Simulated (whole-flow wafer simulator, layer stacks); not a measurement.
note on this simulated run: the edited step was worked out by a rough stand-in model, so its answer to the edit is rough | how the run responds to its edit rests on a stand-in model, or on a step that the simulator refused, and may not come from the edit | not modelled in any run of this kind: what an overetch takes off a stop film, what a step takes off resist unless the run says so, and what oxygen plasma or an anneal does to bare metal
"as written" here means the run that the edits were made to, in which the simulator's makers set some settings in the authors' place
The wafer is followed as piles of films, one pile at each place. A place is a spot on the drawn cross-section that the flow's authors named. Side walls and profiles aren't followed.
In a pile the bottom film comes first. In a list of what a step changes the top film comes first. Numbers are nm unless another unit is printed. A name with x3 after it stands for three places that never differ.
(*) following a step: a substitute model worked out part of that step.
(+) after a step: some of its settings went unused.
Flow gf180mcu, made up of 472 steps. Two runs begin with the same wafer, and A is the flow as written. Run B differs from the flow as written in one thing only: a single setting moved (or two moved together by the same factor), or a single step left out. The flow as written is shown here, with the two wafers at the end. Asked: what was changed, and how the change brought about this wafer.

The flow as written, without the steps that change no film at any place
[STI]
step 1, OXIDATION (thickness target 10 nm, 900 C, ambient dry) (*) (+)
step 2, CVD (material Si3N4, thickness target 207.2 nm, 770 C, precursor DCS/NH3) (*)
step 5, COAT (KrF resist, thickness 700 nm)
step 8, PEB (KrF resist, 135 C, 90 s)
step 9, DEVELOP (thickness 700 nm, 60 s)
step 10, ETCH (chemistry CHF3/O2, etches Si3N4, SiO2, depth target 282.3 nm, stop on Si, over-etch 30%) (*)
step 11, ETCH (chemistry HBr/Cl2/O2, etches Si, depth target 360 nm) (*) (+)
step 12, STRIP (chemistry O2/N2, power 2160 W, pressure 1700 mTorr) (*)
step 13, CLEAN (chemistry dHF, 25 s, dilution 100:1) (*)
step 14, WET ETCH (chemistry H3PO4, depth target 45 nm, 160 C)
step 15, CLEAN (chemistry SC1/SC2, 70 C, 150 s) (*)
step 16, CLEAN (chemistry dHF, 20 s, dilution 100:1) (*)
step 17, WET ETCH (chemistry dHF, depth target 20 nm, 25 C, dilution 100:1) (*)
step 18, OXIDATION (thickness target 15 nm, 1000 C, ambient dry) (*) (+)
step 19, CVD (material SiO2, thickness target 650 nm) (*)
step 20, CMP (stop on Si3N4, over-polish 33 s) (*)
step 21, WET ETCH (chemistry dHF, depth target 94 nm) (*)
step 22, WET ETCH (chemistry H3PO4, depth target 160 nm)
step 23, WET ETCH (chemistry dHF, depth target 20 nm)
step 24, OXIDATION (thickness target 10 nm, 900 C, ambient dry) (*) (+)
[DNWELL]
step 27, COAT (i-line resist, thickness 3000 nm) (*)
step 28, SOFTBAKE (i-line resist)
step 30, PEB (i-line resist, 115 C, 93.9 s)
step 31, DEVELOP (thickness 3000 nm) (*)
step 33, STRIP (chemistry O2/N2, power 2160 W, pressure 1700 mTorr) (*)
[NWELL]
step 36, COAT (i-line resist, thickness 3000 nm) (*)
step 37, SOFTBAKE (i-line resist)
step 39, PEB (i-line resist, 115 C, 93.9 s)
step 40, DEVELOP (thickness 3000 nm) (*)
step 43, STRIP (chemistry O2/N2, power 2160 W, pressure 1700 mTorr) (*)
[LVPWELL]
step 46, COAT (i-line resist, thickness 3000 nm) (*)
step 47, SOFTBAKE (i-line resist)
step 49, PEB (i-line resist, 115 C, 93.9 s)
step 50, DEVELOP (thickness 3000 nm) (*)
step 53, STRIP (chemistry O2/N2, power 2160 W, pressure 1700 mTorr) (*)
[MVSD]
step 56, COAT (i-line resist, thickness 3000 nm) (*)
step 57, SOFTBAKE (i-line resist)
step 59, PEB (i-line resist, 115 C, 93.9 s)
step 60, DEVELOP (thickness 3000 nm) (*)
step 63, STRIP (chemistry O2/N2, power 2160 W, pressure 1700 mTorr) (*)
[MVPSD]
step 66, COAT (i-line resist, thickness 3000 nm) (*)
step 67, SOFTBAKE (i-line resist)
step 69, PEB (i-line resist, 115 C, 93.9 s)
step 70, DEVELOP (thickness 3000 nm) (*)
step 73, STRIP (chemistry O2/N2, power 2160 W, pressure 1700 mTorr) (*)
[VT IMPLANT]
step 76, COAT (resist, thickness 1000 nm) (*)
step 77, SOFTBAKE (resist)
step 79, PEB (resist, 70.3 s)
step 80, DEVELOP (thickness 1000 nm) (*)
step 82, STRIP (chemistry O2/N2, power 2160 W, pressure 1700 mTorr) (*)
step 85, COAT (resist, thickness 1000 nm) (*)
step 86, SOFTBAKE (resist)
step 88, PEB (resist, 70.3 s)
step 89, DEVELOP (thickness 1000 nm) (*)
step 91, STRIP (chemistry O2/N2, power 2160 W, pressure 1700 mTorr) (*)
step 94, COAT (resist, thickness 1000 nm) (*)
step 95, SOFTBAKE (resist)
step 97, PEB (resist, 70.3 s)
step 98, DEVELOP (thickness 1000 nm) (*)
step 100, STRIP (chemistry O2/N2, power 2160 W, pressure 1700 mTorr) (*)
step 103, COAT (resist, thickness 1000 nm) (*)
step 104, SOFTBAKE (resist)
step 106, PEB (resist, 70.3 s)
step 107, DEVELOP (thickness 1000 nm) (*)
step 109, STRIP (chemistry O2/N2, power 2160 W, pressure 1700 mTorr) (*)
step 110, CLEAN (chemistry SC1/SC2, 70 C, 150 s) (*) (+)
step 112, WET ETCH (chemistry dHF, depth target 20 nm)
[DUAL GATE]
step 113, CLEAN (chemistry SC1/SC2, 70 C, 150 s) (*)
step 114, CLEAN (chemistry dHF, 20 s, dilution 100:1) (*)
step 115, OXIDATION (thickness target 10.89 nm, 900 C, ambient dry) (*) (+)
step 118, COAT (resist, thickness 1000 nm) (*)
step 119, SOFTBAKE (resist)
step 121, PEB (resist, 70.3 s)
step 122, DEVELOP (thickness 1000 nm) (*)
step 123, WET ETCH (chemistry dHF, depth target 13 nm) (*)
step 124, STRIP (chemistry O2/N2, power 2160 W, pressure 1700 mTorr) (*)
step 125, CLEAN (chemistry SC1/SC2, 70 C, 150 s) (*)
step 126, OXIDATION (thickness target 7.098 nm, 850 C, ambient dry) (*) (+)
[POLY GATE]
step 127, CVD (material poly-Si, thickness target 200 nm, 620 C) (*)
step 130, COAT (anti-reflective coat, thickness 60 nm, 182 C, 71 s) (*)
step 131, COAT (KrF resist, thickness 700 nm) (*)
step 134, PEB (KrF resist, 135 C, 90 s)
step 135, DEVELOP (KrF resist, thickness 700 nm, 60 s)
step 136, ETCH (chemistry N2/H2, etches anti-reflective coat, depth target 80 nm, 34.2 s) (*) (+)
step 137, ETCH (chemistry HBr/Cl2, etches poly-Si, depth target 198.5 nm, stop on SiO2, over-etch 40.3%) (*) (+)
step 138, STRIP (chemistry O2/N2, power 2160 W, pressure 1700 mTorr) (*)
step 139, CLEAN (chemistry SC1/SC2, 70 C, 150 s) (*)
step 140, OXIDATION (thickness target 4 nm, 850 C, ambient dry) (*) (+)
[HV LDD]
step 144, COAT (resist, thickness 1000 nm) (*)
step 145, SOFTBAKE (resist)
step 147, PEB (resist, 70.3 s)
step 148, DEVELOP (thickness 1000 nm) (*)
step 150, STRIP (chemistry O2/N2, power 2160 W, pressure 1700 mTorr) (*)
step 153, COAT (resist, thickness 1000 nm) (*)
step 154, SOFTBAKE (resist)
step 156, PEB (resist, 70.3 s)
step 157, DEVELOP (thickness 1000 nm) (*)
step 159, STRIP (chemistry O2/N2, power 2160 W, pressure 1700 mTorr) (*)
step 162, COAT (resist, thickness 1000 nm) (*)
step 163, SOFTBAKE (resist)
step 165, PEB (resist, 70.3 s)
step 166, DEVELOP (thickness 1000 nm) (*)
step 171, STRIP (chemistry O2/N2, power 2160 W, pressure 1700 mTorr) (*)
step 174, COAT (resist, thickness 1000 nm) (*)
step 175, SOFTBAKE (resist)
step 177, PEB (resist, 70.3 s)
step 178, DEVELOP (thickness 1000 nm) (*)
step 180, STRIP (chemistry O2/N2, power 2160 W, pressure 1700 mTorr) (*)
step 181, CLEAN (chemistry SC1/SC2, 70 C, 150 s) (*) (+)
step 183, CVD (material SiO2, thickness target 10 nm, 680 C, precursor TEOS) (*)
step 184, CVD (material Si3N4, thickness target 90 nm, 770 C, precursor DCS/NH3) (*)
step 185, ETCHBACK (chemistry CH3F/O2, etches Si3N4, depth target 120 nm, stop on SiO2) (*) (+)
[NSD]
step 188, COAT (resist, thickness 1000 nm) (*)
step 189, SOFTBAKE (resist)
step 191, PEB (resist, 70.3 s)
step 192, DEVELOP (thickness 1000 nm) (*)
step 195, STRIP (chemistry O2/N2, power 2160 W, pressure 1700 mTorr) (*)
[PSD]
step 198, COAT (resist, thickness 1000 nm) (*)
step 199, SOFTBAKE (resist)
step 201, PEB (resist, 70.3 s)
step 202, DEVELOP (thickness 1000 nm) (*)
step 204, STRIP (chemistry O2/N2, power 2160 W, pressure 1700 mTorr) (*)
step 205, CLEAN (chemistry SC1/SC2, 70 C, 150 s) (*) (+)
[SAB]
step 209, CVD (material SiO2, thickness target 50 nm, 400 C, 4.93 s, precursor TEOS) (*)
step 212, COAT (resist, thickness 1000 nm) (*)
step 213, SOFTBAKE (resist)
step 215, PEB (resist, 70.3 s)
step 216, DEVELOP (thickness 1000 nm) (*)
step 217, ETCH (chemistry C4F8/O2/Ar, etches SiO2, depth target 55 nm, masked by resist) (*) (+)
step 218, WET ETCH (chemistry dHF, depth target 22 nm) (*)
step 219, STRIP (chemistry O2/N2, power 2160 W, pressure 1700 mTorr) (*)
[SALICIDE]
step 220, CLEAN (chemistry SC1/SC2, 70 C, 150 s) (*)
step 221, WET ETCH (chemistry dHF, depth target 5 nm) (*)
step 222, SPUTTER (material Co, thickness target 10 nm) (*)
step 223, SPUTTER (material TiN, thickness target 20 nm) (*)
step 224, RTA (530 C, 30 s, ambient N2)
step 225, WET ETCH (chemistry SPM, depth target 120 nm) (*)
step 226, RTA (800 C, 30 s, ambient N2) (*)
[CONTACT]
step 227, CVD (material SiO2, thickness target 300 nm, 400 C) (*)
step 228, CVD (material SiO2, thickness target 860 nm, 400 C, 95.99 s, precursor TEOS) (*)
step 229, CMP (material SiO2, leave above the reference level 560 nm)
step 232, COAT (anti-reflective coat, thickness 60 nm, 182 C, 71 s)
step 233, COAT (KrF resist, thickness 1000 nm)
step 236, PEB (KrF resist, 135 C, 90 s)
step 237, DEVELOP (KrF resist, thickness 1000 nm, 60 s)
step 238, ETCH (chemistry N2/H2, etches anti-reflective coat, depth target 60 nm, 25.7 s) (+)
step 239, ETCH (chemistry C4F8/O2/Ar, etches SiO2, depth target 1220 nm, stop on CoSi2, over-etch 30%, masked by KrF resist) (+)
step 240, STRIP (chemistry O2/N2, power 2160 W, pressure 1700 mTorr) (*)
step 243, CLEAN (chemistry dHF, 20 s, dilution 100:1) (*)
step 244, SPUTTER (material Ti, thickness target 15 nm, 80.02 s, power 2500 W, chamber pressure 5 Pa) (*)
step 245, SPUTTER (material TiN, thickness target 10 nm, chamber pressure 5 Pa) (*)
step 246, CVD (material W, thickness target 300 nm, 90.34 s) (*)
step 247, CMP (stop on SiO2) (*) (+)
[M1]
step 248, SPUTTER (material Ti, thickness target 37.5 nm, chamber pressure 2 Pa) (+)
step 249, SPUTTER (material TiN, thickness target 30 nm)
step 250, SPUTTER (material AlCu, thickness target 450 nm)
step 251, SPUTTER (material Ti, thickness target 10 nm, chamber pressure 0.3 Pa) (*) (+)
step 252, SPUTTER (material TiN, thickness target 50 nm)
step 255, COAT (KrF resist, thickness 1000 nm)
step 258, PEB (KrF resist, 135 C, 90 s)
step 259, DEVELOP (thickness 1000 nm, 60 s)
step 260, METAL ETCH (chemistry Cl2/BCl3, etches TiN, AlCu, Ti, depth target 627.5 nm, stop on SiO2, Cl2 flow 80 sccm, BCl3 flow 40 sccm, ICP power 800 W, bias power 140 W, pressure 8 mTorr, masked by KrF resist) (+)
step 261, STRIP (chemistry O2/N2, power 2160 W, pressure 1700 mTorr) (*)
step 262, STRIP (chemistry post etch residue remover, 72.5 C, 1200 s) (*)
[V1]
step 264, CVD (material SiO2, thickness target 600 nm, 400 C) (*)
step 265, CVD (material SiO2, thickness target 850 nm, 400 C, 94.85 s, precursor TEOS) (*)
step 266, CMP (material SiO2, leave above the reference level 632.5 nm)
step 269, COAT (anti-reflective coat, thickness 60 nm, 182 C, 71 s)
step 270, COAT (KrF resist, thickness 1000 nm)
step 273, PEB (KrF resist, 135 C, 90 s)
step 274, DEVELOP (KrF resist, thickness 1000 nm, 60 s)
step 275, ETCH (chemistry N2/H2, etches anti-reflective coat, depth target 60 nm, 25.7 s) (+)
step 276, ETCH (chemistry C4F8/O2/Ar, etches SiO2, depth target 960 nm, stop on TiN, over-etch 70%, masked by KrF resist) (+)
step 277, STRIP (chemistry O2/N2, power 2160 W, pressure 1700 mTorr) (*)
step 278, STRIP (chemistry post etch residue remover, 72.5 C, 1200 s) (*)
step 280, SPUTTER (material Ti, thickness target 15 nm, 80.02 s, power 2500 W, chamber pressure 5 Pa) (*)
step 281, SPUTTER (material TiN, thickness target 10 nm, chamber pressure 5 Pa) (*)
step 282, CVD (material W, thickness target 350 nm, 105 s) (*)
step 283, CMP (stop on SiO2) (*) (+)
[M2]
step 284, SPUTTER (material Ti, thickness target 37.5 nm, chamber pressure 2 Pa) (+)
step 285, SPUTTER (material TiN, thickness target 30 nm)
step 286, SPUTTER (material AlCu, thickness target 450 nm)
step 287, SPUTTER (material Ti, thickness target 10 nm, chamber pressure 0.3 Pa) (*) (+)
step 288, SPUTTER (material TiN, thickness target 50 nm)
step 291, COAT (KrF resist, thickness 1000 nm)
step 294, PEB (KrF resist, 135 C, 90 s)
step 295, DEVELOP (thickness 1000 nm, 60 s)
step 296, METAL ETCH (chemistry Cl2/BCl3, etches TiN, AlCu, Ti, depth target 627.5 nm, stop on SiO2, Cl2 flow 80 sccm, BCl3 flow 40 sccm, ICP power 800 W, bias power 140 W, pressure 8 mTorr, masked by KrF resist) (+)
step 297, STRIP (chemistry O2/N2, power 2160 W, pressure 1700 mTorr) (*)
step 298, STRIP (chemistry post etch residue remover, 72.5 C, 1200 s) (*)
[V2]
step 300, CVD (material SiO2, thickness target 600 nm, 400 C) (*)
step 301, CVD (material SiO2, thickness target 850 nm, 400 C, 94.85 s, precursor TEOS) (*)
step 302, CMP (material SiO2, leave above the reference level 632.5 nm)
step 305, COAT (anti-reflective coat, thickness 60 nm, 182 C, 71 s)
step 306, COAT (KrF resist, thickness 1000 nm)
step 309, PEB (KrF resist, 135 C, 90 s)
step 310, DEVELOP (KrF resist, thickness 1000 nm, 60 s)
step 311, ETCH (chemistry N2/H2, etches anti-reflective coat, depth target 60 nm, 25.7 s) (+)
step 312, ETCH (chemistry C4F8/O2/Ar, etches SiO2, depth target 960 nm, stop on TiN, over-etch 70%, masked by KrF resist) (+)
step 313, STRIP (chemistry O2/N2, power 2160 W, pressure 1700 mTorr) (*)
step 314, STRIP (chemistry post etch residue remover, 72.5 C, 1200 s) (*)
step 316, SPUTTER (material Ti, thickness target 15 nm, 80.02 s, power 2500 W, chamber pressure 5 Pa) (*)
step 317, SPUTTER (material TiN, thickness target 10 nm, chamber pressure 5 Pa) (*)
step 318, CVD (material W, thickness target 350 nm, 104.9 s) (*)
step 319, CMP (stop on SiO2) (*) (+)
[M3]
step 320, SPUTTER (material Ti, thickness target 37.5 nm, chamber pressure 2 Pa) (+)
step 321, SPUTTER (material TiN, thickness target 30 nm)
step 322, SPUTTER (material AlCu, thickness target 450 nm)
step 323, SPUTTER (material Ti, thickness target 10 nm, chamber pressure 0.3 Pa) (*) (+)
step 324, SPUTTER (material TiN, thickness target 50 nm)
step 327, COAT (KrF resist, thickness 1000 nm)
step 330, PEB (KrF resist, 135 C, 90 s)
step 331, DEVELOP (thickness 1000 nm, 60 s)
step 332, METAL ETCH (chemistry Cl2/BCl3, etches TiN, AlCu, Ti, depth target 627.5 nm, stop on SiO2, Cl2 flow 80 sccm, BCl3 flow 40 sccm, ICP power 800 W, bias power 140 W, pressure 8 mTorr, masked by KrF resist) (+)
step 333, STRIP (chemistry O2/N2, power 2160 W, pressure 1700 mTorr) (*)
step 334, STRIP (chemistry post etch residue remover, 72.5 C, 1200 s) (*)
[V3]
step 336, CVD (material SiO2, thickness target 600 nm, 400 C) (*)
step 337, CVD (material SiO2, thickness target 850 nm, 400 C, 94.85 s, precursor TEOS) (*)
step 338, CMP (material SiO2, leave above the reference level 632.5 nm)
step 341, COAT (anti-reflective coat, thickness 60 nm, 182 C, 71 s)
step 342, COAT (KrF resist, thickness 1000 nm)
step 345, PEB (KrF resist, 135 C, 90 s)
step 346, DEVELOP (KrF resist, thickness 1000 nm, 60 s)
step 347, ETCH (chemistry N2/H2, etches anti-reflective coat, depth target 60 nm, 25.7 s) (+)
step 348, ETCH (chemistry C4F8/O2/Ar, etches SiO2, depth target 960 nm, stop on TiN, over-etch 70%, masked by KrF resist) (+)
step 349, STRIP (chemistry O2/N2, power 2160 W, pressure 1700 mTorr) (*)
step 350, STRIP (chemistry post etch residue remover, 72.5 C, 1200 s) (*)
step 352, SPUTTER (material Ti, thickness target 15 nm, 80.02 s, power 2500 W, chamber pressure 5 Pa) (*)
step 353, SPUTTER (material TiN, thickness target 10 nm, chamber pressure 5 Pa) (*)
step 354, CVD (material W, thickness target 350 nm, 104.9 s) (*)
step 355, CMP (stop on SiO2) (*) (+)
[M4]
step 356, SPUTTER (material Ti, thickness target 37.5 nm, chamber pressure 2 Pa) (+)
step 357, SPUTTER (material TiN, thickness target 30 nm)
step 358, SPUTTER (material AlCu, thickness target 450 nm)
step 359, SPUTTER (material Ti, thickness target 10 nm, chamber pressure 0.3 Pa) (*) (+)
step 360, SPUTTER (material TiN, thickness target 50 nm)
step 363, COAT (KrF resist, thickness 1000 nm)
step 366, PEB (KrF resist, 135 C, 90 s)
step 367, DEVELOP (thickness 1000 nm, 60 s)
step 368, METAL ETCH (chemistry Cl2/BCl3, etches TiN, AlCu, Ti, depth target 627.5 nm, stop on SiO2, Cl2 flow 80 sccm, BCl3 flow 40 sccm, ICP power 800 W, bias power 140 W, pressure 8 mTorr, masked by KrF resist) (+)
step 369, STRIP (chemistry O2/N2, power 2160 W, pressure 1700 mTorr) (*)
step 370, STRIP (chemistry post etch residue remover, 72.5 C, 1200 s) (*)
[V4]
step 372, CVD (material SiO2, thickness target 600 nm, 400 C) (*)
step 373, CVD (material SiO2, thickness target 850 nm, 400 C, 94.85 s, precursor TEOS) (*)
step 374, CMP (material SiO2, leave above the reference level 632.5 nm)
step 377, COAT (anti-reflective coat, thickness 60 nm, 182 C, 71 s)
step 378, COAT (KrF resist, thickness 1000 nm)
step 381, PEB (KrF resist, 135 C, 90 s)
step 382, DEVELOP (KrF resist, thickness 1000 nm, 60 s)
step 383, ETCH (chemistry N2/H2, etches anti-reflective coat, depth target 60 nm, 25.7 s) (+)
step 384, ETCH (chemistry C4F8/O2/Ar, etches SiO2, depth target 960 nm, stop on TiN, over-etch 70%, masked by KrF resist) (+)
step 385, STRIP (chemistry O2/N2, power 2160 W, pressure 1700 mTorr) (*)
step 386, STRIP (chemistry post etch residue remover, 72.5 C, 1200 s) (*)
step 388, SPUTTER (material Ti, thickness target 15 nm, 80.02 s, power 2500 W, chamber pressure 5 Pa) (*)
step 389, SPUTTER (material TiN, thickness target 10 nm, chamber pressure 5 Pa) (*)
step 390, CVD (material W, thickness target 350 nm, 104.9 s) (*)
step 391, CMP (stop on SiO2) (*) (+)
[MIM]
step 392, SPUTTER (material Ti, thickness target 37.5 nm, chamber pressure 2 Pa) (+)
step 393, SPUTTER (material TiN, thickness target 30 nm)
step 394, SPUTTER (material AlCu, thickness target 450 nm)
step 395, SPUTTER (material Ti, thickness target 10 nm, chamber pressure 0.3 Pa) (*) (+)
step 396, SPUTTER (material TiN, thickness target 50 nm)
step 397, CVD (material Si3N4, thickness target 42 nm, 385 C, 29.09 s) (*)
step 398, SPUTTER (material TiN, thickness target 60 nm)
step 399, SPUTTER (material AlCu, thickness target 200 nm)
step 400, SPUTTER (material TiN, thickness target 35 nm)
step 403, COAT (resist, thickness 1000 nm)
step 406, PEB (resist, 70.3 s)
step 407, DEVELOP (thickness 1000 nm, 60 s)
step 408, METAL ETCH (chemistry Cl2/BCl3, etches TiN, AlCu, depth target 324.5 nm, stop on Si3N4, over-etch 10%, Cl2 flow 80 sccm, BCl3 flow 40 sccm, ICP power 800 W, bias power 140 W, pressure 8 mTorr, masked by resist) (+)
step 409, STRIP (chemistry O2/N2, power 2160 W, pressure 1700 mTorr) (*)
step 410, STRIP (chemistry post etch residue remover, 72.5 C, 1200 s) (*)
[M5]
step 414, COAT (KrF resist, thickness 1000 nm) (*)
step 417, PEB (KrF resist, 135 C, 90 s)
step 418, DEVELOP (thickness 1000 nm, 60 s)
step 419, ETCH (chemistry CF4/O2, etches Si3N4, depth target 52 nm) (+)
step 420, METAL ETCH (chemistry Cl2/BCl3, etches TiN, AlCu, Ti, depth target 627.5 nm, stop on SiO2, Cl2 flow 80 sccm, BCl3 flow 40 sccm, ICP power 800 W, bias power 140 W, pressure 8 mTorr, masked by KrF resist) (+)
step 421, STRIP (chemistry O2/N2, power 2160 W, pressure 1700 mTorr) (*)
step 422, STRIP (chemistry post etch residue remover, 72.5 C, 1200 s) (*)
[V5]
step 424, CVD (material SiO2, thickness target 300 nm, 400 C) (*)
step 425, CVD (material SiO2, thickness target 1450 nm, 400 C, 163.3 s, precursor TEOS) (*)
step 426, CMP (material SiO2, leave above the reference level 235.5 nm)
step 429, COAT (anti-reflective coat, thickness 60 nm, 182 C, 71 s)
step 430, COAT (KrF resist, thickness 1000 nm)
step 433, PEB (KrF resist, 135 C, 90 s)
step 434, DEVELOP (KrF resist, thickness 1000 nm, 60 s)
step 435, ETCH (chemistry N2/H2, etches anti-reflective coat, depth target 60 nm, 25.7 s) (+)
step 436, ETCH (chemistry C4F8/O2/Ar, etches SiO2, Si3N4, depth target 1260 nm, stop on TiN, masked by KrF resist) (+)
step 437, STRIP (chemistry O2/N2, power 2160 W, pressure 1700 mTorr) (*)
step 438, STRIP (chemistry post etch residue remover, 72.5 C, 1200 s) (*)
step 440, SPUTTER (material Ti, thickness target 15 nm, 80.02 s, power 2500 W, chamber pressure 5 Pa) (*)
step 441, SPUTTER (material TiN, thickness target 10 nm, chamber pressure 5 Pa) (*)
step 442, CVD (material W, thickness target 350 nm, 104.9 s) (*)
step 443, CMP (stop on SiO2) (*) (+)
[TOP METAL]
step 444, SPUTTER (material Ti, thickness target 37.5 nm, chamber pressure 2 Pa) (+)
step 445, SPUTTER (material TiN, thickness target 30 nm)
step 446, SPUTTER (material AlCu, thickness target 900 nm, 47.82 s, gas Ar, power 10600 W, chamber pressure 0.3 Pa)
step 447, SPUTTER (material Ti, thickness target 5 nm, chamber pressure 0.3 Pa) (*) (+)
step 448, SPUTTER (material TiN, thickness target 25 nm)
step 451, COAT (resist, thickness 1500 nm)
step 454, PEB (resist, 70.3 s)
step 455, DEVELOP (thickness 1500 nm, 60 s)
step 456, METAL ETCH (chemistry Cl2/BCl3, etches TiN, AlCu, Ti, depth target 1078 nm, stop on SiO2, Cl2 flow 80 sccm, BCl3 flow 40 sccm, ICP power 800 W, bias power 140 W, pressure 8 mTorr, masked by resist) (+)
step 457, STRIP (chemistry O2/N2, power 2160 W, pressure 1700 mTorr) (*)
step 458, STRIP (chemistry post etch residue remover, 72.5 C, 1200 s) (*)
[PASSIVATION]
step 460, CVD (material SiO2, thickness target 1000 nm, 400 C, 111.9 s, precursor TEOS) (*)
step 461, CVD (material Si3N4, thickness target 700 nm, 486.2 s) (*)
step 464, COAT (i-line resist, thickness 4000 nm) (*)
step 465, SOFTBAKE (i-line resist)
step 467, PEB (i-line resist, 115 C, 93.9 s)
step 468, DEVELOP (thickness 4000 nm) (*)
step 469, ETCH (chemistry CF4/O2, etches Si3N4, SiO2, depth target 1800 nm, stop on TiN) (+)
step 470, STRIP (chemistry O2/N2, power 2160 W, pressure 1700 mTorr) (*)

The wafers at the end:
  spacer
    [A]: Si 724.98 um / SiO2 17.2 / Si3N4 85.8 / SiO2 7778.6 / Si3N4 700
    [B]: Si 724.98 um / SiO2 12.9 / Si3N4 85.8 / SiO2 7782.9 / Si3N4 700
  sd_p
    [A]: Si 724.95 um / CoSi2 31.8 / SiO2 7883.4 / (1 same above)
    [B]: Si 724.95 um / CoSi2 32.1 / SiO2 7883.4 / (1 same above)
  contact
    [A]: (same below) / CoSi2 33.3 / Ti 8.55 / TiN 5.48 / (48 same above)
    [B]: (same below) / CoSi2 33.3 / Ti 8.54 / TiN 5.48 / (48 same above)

Cause: step 183, CVD: thickness target 5.7 nm was run, though the flow has thickness target 10 nm.

Step by step, how the change led to this:
  step 183, CVD (material SiO2, thickness target 10 nm, 680 C, precursor TEOS) (*)
      field, field__w1, field__w2 and 99 more: A +10 SiO2 | B +5.7 SiO2
      ld_drift_p: A +9.87 SiO2 | B +5.63 SiO2
      (and at 1 other place as well)
  step 189, SOFTBAKE (resist)
      field: A +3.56 resist | B -0.36 resist
      active_hv: A +2.68 resist | B -0.51 resist
      (and at 3 other places as well)
  step 199, SOFTBAKE (resist)
      field: A +3.56 resist | B -0.36 resist
      active_hv: A +2.68 resist | B -0.51 resist
      (and at 3 other places as well)
  step 218, WET ETCH (chemistry dHF, depth target 22 nm) (*)
      gate, gate_hv, gate_p and 23 more: A -5.48 SiO2 (all of it) | B -1.18 SiO2 (all of it)
      active, p_well, sd_n, iso_ptap_pw, iso_ntap_nw, iso_ptap_sub, vpnp_e: A -9.01 SiO2 (all of it) | B -4.71 SiO2 (all of it)
      (and at 16 other places as well)
  step 229, CMP (material SiO2, leave above the reference level 560 nm)
      field__w2: A -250 SiO2 | B -244.7 SiO2
      field__w3: A -232.3 SiO2 | B -227 SiO2
      (and at 2 other places as well)
